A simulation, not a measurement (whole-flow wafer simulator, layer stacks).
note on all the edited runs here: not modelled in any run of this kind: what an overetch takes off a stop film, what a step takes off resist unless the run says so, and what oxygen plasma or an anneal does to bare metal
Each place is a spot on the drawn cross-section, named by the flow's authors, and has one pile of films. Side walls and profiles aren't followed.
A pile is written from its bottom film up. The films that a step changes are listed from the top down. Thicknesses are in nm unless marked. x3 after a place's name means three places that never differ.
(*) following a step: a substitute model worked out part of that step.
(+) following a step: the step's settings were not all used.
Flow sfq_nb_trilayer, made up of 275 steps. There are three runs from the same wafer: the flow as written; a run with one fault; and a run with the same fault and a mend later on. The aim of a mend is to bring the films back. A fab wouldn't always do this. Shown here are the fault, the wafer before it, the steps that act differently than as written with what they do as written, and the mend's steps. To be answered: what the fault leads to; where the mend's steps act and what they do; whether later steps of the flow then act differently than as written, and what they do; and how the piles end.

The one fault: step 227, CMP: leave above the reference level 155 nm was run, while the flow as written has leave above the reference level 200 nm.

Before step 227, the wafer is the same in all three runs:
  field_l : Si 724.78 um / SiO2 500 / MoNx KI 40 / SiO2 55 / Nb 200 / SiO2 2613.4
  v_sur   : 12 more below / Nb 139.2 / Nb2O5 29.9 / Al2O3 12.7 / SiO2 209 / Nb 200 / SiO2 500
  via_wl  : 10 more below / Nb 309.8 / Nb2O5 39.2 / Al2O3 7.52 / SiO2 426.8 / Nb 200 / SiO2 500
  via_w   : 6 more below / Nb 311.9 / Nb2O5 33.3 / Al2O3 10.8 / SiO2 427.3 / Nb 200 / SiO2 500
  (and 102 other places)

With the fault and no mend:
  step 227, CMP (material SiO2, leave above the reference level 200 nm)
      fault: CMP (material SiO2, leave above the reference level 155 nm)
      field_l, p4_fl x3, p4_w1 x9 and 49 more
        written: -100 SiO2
        fault: -145 SiO2
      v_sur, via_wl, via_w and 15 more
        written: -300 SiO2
        fault: -345 SiO2
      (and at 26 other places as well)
  Steps later in the flow that act otherwise than as written (not shown: 4 more steps that differ only slightly, by at most 2% or 0.5 nm, whichever is larger):
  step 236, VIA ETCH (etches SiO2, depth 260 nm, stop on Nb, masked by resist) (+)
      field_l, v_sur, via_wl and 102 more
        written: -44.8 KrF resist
        fault: -40 KrF resist
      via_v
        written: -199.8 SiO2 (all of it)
        fault: -154.8 SiO2 (all of it)
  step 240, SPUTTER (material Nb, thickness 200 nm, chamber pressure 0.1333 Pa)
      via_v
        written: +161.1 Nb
        fault: +172 Nb
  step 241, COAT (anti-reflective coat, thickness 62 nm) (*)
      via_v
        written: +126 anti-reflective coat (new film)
        fault: +114.5 anti-reflective coat (new film)
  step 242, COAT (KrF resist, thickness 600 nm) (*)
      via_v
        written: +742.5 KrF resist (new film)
        fault: +705.4 KrF resist (new film)
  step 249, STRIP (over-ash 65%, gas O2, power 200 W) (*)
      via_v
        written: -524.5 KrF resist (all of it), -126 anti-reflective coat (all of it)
        fault: -487.5 KrF resist (all of it), -114.5 anti-reflective coat (all of it)
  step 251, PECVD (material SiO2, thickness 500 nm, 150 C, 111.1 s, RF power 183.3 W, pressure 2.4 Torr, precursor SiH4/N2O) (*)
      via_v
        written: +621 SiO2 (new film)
        fault: +539 SiO2 (new film)
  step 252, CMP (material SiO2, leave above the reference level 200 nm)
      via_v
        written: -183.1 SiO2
        fault: -157.1 SiO2
  At v_sur, via_wl, via_w and 80 more, the piles at the end differ from the flow's by more than 2% or 0.5 nm, whichever is larger.
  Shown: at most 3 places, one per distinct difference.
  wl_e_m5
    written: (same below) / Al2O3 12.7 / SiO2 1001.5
    fault: (same below) / Al2O3 12.7 / SiO2 956.5
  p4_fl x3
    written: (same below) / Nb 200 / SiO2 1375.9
    fault: (same below) / Nb 200 / SiO2 1330.9
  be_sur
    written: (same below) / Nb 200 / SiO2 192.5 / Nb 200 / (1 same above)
    fault: (same below) / Nb 200 / SiO2 147.5 / Nb 200 / (1 same above)

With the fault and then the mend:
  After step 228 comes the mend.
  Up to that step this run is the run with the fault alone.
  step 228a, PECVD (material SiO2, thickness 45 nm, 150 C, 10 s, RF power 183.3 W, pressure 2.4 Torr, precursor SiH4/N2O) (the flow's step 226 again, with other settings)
      field_l, v_sur, via_wl and 103 more
        +45 SiO2
  Every later step of the flow that is run acts as written, at every place that is followed, to within 2% or 0.5 nm, whichever is larger.
  At every place that both follow, the piles at the end match the flow's.
